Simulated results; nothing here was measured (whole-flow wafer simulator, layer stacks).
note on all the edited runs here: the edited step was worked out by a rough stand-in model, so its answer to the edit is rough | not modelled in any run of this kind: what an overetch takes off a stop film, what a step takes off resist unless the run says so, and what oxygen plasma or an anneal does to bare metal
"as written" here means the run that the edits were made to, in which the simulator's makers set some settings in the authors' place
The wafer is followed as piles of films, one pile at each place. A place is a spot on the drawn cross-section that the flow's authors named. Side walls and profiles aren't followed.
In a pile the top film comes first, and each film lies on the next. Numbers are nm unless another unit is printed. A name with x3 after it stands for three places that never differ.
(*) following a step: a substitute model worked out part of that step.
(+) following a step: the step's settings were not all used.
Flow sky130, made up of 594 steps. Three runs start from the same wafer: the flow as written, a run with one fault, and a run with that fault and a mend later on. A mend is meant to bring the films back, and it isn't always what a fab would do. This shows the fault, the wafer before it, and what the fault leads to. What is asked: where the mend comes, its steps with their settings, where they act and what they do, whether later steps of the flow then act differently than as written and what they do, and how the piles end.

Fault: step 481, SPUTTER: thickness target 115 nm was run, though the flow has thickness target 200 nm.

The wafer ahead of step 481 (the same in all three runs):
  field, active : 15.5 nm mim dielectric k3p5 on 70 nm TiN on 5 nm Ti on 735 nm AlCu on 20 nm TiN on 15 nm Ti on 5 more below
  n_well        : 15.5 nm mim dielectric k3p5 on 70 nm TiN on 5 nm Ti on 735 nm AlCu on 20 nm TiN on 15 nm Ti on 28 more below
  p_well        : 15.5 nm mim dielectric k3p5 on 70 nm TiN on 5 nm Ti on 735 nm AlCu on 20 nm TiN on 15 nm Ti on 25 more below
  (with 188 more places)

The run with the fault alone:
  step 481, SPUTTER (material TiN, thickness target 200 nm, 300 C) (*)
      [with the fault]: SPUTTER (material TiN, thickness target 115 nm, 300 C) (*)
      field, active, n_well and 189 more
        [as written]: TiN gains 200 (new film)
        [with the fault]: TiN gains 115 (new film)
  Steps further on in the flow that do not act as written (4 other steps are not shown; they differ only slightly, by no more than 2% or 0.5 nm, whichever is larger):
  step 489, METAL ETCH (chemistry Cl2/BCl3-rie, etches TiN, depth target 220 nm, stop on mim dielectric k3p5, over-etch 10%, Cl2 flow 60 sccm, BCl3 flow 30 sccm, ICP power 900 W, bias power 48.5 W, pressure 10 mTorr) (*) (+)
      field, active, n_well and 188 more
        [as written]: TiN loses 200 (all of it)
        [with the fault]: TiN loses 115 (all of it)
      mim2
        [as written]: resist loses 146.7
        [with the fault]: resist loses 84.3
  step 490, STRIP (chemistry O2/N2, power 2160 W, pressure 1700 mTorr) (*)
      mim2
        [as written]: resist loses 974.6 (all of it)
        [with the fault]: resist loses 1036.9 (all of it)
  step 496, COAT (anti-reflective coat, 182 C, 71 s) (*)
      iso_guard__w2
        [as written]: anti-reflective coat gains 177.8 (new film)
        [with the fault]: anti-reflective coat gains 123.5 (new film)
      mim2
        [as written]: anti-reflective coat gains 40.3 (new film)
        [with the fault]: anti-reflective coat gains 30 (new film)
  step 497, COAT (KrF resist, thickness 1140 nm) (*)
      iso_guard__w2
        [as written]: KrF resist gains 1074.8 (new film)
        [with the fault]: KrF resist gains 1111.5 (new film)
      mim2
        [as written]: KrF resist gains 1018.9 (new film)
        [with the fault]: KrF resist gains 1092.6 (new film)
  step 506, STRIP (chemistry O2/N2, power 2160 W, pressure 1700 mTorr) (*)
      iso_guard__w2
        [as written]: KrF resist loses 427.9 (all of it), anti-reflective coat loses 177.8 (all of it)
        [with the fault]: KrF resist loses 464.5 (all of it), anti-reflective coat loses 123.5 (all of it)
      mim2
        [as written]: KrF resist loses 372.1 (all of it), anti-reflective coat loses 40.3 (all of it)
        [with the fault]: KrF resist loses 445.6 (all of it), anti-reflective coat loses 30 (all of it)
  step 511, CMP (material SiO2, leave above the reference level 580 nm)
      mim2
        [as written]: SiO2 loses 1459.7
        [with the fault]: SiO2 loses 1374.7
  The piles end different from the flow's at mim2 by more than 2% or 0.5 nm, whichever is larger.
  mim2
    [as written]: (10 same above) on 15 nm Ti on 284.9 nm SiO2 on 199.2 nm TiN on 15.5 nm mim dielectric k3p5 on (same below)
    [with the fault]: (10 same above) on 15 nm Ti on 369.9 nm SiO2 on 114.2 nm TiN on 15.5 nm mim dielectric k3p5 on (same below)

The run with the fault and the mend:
  After step 481 comes the mend.
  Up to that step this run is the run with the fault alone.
  step 481a, SPUTTER (material TiN, thickness target 85 nm, 300 C) (*) (a further turn of the flow's step 481, with different settings)
      field, active, n_well and 189 more
        TiN gains 85
  Every later step of the flow that is run acts as written at every place that is followed.
  The piles end the same as the flow's at every place that both follow.
